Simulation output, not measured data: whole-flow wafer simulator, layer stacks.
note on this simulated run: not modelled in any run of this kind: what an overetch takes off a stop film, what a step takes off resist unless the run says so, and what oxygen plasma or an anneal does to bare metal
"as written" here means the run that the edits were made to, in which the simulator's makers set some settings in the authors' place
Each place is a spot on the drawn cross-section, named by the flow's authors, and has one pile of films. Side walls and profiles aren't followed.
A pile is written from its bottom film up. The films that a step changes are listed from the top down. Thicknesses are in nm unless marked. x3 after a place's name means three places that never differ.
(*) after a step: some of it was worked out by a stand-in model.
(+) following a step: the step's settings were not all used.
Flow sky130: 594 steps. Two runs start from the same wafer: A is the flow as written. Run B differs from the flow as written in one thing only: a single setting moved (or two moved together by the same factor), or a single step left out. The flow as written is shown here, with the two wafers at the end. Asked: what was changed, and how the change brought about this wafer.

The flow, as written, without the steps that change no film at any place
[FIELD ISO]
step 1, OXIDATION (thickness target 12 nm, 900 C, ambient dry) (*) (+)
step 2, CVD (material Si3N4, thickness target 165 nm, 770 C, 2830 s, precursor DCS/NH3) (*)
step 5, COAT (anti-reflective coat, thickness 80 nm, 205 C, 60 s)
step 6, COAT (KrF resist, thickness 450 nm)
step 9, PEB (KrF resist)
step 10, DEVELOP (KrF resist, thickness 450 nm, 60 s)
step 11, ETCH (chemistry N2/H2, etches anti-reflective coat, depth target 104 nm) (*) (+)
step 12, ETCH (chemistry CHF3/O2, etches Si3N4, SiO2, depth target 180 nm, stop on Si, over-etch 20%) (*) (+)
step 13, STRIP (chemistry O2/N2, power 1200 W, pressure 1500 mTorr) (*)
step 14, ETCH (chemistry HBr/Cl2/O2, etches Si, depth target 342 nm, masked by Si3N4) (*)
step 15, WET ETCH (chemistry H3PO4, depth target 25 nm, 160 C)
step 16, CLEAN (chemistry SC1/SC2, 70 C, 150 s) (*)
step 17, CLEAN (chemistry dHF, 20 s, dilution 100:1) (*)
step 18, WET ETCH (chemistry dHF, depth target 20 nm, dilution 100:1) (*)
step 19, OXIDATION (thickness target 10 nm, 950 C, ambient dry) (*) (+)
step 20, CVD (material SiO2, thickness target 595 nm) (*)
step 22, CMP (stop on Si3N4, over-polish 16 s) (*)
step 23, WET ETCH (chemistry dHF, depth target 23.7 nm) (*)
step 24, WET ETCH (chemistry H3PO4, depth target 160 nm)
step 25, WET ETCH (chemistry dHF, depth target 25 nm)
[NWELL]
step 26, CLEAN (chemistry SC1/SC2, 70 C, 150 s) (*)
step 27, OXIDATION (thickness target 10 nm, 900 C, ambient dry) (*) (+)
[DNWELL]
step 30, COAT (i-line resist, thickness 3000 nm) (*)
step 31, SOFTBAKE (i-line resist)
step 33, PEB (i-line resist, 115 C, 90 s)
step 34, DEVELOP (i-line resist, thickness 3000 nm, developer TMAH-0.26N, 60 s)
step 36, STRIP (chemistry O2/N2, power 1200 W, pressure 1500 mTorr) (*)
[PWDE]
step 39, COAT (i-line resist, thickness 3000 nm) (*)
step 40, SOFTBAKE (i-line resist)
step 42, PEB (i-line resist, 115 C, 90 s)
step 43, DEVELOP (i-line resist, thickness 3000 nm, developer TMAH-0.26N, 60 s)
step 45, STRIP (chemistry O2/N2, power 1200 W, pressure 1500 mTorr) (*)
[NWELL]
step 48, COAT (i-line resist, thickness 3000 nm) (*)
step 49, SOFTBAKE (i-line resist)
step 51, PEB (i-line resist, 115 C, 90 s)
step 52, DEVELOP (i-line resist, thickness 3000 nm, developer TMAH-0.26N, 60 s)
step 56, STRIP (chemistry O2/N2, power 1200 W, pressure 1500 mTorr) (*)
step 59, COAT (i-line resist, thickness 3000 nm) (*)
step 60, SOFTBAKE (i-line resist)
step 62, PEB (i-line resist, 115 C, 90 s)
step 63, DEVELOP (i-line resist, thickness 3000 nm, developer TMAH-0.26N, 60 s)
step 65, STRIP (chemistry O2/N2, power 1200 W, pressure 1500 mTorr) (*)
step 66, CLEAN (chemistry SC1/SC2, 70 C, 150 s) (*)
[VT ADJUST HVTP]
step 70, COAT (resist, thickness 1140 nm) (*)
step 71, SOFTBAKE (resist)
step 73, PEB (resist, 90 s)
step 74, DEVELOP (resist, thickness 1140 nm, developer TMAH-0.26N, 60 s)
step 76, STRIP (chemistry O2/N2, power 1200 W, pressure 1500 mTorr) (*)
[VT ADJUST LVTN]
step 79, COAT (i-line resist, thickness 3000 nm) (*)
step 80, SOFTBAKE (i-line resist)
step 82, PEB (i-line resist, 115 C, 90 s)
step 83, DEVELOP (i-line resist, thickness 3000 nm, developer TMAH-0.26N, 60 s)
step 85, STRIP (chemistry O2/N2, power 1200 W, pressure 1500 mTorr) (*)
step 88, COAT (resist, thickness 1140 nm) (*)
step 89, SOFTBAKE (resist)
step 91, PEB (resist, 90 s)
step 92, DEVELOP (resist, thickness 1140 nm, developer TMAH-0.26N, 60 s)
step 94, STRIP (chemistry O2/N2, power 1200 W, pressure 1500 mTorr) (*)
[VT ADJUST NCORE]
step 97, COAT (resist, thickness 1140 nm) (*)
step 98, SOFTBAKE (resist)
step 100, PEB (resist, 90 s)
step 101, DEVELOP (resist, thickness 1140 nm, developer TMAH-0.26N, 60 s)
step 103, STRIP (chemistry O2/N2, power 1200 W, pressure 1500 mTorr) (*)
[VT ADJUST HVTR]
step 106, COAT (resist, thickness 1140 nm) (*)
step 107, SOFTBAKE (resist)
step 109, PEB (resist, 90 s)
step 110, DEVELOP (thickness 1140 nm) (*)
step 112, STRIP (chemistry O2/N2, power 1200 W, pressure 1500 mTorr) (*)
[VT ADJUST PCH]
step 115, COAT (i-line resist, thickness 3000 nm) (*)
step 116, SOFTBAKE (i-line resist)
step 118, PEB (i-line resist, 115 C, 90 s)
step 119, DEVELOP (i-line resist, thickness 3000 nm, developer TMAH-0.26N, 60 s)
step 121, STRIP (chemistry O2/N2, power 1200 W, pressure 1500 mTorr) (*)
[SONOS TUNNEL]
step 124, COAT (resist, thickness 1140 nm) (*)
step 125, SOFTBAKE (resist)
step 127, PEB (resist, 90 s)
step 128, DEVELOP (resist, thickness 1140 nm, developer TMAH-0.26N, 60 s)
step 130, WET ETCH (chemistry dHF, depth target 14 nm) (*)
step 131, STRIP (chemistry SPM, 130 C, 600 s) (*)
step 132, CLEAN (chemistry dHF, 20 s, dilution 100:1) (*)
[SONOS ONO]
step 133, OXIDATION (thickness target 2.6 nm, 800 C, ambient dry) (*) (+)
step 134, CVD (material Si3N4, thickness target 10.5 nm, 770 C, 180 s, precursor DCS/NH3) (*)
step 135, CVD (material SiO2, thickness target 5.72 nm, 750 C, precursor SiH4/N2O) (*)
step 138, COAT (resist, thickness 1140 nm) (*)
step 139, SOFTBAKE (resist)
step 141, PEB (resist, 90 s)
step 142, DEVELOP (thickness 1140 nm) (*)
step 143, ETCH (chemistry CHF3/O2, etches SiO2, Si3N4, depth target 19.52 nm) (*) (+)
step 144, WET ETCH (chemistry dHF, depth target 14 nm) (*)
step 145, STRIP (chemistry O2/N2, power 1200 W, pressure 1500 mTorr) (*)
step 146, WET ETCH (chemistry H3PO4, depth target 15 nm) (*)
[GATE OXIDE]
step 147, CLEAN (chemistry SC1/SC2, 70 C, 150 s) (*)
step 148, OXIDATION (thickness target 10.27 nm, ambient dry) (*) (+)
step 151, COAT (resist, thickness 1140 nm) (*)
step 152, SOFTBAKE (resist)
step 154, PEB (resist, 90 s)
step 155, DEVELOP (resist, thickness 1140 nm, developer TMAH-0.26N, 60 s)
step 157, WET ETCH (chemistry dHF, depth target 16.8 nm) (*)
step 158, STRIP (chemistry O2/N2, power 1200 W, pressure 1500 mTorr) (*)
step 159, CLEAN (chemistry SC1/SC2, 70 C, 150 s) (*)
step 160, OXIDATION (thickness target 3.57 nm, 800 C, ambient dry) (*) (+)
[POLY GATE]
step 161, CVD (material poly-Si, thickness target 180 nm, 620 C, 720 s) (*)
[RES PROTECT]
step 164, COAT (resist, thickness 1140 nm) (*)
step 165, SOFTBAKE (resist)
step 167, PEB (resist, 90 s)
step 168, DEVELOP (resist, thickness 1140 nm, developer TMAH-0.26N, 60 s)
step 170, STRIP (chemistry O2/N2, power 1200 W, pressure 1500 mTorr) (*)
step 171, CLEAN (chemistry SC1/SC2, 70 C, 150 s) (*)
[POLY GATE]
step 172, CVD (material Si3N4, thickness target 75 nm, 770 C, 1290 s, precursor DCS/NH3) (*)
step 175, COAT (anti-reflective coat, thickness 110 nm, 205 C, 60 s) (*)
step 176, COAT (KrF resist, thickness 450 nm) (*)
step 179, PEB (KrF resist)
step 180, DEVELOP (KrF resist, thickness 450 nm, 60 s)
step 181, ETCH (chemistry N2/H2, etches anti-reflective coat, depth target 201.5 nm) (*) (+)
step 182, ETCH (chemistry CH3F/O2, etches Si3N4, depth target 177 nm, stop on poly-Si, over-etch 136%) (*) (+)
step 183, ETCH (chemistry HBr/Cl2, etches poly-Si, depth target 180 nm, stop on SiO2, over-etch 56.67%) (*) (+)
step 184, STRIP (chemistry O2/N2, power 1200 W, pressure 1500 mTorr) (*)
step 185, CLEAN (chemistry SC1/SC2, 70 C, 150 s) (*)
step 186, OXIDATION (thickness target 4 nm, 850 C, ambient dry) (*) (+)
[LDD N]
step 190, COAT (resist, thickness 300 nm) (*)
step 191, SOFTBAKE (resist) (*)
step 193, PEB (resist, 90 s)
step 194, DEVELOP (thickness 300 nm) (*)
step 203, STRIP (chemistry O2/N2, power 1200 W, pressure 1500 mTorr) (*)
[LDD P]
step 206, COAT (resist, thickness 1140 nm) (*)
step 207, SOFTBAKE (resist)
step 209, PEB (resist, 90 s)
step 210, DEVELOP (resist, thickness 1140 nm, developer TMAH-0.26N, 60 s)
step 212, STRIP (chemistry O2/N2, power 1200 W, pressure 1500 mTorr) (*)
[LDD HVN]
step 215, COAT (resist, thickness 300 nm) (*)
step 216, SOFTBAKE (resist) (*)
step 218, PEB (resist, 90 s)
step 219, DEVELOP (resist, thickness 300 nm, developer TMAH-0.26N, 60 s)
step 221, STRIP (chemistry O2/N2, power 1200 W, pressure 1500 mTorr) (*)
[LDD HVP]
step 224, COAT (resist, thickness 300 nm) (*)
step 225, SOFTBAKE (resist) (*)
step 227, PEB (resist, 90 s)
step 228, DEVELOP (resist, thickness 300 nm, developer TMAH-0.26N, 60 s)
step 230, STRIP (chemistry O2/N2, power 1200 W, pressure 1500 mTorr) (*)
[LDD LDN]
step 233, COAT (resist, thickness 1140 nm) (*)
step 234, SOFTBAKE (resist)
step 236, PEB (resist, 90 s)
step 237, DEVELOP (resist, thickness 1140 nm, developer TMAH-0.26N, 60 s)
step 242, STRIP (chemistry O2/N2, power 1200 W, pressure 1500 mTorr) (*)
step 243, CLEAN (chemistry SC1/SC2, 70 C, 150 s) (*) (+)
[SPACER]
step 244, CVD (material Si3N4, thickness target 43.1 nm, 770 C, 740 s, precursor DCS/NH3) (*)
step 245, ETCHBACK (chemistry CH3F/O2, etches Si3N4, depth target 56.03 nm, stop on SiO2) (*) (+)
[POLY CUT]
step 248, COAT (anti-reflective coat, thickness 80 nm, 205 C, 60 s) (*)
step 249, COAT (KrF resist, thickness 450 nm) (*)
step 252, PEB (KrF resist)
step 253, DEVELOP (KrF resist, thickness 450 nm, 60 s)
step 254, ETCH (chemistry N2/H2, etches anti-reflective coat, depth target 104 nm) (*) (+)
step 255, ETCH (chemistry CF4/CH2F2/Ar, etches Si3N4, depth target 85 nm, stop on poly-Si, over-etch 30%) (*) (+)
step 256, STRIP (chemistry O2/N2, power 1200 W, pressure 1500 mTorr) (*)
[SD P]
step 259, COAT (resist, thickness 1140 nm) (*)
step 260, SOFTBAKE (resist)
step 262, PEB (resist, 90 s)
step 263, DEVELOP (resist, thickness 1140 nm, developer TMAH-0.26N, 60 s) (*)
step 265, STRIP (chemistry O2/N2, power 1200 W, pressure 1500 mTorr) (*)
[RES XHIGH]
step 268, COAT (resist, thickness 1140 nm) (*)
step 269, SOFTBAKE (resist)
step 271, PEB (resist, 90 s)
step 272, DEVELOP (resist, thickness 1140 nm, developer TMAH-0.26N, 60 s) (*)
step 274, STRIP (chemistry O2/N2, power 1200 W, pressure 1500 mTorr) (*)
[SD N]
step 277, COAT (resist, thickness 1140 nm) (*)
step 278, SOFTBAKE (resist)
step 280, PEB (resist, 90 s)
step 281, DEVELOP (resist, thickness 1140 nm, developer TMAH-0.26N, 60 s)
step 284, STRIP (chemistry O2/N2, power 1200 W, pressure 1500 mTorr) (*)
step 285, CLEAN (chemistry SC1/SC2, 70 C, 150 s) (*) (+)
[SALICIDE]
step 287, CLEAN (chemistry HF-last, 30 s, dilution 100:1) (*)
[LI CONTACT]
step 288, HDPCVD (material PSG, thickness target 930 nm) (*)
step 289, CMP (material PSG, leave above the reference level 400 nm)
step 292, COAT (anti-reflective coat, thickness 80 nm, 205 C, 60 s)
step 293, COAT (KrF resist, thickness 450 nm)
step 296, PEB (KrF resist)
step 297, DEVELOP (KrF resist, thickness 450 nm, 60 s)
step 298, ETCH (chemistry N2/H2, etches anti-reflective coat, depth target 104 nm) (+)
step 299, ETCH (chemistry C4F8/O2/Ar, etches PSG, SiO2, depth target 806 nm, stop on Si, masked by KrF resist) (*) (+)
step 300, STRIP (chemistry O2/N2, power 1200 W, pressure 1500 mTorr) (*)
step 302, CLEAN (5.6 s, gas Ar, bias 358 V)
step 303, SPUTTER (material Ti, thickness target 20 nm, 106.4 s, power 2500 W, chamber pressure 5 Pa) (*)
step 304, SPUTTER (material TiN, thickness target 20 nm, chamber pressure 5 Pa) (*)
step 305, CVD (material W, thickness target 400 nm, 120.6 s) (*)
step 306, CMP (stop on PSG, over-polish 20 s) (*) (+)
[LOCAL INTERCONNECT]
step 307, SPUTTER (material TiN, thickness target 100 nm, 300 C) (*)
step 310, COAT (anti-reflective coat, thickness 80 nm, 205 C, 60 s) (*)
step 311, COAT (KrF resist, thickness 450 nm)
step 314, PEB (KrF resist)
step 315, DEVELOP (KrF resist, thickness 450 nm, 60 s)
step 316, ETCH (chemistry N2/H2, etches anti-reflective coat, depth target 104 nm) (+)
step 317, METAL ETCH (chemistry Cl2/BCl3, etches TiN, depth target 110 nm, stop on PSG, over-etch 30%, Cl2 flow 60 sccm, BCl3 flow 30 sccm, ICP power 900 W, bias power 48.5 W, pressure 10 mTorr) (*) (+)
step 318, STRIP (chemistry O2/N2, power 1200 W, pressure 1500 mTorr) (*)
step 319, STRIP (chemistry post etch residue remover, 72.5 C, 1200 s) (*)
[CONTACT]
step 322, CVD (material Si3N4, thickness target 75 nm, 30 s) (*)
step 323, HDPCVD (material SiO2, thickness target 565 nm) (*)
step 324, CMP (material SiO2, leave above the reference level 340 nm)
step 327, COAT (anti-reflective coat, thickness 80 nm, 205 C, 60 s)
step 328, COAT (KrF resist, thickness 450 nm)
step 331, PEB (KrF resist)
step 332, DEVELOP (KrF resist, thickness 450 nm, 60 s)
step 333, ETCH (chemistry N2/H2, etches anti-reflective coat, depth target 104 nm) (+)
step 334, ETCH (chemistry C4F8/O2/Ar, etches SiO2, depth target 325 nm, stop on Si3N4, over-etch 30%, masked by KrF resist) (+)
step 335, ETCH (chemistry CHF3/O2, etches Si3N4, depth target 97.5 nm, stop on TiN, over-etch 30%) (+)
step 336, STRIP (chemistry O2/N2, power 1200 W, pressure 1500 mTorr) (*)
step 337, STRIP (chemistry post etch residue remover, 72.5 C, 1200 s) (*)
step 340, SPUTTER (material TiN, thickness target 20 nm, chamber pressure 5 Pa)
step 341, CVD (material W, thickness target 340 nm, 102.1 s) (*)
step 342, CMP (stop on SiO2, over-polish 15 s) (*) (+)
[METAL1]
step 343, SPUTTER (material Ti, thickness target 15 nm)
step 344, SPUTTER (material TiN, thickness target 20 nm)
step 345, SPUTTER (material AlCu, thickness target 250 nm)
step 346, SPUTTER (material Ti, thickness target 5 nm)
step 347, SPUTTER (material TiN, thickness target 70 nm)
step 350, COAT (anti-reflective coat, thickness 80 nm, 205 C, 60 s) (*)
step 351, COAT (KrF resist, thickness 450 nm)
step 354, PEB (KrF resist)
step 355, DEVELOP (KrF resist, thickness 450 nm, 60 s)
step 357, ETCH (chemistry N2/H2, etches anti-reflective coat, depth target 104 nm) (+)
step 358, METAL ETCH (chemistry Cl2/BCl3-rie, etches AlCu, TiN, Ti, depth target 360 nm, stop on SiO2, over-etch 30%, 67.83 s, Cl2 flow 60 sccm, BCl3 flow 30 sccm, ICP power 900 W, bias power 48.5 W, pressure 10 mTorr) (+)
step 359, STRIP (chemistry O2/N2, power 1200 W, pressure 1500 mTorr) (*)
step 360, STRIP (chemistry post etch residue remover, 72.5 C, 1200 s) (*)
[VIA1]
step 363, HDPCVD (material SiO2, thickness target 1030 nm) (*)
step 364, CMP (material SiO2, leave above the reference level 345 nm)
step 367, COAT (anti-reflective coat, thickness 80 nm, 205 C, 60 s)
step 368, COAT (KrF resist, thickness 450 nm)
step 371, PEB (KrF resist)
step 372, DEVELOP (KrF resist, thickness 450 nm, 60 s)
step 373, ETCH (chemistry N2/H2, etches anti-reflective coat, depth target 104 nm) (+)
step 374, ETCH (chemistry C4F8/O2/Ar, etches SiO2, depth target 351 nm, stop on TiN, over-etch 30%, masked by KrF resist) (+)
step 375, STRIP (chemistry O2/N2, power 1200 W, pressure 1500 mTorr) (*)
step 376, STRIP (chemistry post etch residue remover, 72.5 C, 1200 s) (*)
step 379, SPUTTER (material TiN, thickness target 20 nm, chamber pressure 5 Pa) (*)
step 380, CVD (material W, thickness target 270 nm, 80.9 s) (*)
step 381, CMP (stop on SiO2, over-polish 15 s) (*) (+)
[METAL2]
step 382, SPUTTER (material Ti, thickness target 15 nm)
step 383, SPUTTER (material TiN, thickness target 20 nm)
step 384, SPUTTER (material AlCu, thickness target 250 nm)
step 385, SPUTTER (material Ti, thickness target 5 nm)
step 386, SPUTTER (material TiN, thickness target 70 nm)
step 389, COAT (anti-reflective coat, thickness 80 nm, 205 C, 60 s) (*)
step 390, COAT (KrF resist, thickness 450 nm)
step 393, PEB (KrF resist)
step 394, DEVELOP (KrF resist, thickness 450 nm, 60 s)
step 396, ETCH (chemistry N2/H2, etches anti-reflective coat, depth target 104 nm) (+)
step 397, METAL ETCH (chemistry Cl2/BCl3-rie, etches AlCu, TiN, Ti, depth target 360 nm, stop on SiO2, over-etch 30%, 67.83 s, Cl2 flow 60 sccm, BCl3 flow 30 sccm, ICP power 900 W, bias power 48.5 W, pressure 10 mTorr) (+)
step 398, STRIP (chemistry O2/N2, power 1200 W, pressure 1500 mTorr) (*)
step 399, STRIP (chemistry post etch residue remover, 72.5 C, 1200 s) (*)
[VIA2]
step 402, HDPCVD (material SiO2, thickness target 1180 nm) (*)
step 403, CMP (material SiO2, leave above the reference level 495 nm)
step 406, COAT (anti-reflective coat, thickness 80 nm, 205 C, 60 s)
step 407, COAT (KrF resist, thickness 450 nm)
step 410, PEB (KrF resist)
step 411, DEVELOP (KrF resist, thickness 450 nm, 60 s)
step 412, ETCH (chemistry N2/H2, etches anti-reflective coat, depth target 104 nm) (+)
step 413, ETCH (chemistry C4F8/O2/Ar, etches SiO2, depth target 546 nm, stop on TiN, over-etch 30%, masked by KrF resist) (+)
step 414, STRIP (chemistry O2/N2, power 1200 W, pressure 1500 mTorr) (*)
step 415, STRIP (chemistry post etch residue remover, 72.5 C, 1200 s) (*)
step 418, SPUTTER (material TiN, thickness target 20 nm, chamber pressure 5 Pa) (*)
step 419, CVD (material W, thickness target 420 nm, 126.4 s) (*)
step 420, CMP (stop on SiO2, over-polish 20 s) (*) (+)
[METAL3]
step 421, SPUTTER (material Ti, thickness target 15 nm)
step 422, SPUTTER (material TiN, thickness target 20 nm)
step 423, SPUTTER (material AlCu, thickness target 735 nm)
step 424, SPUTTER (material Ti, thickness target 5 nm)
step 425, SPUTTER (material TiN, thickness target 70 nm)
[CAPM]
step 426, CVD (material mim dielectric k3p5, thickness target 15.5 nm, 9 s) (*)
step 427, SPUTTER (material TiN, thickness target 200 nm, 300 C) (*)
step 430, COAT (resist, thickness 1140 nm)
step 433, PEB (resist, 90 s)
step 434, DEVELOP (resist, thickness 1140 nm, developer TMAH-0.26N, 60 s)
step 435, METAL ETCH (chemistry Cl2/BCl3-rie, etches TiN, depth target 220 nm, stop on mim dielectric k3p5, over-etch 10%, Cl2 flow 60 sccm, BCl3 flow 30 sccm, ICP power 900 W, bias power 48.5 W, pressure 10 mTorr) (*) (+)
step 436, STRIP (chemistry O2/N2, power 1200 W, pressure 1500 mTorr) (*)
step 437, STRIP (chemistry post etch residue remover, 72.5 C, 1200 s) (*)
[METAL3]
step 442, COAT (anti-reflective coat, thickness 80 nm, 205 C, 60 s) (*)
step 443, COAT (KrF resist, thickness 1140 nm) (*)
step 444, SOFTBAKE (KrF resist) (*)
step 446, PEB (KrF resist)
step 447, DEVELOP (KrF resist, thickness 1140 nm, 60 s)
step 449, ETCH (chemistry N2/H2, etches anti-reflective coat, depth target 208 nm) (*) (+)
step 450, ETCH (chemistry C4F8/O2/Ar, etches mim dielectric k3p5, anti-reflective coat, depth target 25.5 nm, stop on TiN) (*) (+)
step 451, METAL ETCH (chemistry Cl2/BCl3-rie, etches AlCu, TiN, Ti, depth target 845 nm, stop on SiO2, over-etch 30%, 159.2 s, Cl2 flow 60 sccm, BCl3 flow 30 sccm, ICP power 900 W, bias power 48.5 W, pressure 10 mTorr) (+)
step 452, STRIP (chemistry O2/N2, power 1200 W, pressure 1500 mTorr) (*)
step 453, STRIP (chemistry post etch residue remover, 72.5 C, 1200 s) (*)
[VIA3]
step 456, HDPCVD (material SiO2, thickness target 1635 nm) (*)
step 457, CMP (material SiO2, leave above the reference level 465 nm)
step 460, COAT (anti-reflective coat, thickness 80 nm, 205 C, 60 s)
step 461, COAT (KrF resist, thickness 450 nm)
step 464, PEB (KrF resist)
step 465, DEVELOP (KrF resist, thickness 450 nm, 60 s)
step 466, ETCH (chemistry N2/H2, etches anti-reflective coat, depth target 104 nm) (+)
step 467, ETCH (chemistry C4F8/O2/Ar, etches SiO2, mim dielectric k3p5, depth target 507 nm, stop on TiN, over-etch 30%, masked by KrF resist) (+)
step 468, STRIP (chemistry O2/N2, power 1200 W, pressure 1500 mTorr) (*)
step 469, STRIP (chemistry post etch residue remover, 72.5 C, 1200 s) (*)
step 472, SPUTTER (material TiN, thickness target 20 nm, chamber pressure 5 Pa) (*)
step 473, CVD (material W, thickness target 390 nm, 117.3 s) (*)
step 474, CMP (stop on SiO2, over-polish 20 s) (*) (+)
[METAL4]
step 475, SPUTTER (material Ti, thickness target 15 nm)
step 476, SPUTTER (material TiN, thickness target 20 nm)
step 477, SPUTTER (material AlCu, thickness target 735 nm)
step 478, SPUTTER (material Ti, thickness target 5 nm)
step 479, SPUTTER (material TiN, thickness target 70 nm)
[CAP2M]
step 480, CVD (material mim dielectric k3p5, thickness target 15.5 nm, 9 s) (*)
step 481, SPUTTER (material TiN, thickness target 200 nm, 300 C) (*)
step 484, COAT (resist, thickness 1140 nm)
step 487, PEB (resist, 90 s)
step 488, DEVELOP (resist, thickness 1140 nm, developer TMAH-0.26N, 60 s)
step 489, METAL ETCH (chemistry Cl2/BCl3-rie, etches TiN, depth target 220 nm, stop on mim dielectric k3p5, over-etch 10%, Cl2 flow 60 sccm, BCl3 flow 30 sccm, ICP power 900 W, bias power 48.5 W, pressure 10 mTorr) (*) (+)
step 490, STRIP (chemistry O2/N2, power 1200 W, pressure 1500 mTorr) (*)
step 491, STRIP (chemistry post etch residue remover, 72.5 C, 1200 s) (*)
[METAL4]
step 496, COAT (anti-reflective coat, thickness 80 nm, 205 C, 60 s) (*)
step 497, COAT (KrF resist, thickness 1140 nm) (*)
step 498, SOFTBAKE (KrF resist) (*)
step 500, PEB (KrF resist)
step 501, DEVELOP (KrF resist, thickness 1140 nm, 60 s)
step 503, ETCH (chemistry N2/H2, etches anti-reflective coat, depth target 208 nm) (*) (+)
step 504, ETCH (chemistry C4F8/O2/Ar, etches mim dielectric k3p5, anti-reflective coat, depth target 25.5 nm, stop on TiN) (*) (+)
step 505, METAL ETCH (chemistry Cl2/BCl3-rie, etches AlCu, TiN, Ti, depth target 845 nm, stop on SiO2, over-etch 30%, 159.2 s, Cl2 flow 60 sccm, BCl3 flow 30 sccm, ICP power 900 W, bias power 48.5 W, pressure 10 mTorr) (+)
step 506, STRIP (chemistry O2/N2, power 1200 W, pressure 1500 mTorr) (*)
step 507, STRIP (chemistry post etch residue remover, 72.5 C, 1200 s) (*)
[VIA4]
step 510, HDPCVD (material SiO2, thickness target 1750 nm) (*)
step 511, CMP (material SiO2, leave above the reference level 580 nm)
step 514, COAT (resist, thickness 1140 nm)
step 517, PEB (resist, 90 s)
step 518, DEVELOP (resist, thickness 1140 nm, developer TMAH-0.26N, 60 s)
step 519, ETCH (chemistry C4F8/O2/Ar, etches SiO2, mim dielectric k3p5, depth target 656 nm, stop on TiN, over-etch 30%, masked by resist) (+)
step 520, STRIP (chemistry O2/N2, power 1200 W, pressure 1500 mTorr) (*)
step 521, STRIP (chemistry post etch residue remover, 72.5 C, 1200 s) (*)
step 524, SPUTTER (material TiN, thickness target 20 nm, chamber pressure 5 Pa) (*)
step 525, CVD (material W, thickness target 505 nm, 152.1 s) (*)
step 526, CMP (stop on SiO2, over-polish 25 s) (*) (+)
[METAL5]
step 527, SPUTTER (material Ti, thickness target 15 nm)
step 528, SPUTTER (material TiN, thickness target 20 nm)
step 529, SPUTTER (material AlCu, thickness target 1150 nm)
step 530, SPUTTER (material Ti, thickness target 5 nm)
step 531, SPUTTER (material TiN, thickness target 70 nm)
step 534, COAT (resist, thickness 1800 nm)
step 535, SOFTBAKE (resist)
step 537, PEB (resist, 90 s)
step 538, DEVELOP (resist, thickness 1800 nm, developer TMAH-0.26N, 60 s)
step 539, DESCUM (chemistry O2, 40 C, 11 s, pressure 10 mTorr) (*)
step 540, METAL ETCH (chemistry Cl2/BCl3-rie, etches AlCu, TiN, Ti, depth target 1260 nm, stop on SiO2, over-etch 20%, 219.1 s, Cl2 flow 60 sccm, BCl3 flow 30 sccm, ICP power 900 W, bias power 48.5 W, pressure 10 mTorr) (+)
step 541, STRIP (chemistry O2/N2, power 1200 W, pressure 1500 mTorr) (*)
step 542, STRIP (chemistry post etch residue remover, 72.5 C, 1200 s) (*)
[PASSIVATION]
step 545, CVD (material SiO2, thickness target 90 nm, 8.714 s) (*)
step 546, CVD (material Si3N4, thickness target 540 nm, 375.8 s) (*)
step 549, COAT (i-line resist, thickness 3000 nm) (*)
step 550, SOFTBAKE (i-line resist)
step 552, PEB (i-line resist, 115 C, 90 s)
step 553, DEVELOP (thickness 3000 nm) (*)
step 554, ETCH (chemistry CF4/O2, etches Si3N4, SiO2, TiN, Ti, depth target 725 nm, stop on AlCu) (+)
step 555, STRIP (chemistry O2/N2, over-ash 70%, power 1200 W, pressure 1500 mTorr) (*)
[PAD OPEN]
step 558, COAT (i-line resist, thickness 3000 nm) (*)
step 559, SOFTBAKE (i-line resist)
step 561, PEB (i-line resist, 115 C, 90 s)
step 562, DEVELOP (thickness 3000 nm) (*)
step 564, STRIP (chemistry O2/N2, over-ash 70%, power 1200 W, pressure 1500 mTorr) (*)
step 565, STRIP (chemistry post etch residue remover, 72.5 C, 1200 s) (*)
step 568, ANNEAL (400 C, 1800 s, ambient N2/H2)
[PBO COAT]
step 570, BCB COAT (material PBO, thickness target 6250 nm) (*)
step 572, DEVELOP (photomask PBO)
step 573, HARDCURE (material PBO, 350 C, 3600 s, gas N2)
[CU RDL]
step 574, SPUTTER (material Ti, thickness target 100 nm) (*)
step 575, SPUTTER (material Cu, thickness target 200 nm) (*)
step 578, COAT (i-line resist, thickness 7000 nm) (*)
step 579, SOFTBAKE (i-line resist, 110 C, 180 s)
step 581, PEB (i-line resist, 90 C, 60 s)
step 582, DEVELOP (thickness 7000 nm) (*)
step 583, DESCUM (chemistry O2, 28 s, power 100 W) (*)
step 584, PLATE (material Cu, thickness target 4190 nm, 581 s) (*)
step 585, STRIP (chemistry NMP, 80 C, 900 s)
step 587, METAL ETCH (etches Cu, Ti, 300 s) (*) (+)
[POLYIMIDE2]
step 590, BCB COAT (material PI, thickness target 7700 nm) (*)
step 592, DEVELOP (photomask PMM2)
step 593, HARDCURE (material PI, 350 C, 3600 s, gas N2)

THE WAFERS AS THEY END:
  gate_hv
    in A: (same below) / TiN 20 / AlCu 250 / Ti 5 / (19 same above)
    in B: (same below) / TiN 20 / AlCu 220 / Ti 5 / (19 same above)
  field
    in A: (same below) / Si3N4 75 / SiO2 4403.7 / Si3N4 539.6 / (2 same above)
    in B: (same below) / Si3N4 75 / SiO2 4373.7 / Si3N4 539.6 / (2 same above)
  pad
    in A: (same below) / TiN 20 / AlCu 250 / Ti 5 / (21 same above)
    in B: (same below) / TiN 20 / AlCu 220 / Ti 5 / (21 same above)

The reason: step 384, SPUTTER: thickness target 220 nm was run, though the flow has thickness target 250 nm.
The wafer lets one read it off: gate_hv has AlCu 220, and step 384 as written asks for 250 nm.

Step by step, how the change led to this:
  step 384, SPUTTER (material AlCu, thickness target 250 nm)
      field, active, n_well and 188 more: A AlCu gains 250 (new film) | B AlCu gains 220 (new film)
  step 397, METAL ETCH (chemistry Cl2/BCl3-rie, etches AlCu, TiN, Ti, depth target 360 nm, stop on SiO2, over-etch 30%, 67.83 s, Cl2 flow 60 sccm, BCl3 flow 30 sccm, ICP power 900 W, bias power 48.5 W, pressure 10 mTorr) (+)
      field, active, gate and 82 more: A TiN loses 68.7 (all of it), Ti loses 5 (all of it), AlCu loses 250 (all of it), TiN loses 20 (all of it), Ti loses 15 (all of it), SiO2 loses 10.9 | B TiN loses 68.7 (all of it), Ti loses 5 (all of it), AlCu loses 220 (all of it), TiN loses 20 (all of it), Ti loses 15 (all of it), SiO2 loses 13.9
  step 403, CMP (material SiO2, leave above the reference level 495 nm)
      field, active, gate and 82 more: A SiO2 loses 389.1 | B SiO2 loses 416.1
